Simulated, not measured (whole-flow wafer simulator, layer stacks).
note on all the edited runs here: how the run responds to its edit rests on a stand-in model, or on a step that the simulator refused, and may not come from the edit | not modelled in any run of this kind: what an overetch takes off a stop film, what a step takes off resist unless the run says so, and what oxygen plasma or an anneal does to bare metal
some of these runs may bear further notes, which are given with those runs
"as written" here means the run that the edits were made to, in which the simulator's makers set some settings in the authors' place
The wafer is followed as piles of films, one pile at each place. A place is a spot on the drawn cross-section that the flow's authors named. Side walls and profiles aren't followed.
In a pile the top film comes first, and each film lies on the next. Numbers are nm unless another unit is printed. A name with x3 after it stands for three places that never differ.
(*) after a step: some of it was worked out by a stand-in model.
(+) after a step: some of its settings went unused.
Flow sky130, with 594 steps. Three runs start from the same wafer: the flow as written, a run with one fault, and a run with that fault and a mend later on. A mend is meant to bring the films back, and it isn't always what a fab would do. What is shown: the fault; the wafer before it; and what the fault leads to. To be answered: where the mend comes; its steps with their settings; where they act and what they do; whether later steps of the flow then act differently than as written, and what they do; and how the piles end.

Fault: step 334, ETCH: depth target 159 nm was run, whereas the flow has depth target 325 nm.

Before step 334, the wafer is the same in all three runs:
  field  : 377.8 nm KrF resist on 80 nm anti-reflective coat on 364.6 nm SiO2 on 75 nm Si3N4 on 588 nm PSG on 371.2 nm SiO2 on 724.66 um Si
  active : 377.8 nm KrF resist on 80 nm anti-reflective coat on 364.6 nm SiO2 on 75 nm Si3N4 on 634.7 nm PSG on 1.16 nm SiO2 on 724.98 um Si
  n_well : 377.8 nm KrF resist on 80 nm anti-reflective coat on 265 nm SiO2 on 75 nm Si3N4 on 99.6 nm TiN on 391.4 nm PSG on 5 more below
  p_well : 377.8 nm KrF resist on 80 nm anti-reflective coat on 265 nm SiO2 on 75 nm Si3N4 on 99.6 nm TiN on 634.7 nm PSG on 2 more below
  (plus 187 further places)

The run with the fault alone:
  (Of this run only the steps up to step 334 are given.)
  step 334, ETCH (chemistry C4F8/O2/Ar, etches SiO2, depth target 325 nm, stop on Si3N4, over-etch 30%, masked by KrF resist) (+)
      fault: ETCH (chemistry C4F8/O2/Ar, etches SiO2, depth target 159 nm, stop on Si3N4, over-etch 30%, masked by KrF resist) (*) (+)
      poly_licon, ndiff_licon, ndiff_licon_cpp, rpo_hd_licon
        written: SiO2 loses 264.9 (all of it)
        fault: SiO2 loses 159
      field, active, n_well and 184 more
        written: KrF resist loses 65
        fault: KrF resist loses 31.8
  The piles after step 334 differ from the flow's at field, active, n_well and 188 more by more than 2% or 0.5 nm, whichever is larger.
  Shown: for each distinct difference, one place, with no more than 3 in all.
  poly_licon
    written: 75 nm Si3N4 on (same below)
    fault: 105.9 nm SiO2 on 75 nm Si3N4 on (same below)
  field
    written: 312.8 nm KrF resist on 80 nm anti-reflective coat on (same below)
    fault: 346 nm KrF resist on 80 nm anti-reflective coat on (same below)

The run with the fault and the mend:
  After step 334 comes the mend.
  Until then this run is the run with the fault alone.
  step 334a, ETCH (chemistry C4F8/O2/Ar, etches SiO2, depth target 166 nm, stop on Si3N4, over-etch 30%, masked by KrF resist) (+) (a further turn of the flow's step 334, with different settings)
      field, active, n_well and 184 more
        KrF resist loses 33.2
      poly_licon, ndiff_licon, ndiff_licon_cpp, rpo_hd_licon
        SiO2 loses 105.9 (all of it)
  Every later step of the flow that is run acts as written at every place that is followed.
  At every place that both follow, the piles at the end match the flow's.
